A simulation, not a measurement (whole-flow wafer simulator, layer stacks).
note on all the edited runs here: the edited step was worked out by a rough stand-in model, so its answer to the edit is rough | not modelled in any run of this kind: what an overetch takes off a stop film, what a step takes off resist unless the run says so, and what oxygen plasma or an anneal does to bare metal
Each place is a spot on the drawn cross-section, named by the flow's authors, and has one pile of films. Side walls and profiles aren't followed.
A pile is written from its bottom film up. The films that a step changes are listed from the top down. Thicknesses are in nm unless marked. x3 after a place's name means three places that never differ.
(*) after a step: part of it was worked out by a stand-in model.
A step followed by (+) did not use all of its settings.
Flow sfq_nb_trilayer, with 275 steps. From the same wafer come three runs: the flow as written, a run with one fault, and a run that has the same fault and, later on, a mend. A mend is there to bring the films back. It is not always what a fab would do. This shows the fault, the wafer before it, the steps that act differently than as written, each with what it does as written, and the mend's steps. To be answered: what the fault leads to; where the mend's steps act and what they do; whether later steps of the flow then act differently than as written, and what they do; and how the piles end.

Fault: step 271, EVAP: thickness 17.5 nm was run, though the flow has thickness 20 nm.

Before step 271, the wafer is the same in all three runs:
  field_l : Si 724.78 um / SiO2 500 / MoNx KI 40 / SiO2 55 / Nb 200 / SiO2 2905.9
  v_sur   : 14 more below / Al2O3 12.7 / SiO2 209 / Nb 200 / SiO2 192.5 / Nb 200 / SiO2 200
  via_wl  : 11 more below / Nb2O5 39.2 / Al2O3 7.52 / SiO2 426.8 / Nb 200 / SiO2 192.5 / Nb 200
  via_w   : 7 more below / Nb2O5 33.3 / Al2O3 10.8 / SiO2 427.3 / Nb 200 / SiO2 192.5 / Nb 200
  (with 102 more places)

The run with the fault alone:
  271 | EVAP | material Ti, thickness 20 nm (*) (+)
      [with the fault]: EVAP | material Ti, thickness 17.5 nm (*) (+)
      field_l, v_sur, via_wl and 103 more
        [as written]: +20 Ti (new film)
        [with the fault]: +17.5 Ti (new film)
  Later steps of the flow acting differently than as written:
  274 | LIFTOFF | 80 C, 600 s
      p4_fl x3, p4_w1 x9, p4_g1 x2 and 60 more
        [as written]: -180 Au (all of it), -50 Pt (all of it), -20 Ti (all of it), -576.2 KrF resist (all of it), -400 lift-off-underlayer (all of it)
        [with the fault]: -180 Au (all of it), -50 Pt (all of it), -17.5 Ti (all of it), -576.2 KrF resist (all of it), -400 lift-off-underlayer (all of it)
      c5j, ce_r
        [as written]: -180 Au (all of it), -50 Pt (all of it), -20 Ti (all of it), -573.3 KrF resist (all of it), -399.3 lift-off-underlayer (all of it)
        [with the fault]: -180 Au (all of it), -50 Pt (all of it), -17.5 Ti (all of it), -573.3 KrF resist (all of it), -399.3 lift-off-underlayer (all of it)
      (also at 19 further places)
  The piles end different from the flow's at field_l, v_sur, via_wl and 8 more by more than 2% or 0.5 nm, whichever is larger.
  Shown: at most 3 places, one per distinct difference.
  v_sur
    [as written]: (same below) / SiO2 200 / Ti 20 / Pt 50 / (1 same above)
    [with the fault]: (same below) / SiO2 200 / Ti 17.5 / Pt 50 / (1 same above)
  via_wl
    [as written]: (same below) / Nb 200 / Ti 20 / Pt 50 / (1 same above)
    [with the fault]: (same below) / Nb 200 / Ti 17.5 / Pt 50 / (1 same above)
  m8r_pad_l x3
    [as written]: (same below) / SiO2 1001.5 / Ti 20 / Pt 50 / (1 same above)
    [with the fault]: (same below) / SiO2 1001.5 / Ti 17.5 / Pt 50 / (1 same above)

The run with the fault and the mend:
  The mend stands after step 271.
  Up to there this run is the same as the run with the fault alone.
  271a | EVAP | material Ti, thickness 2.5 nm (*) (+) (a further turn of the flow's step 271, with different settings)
      field_l, v_sur, via_wl and 103 more
        +2.5 Ti
  Every later step of the flow that is run acts as written at every place that is followed.
  The piles end the same as the flow's at every place that both follow.
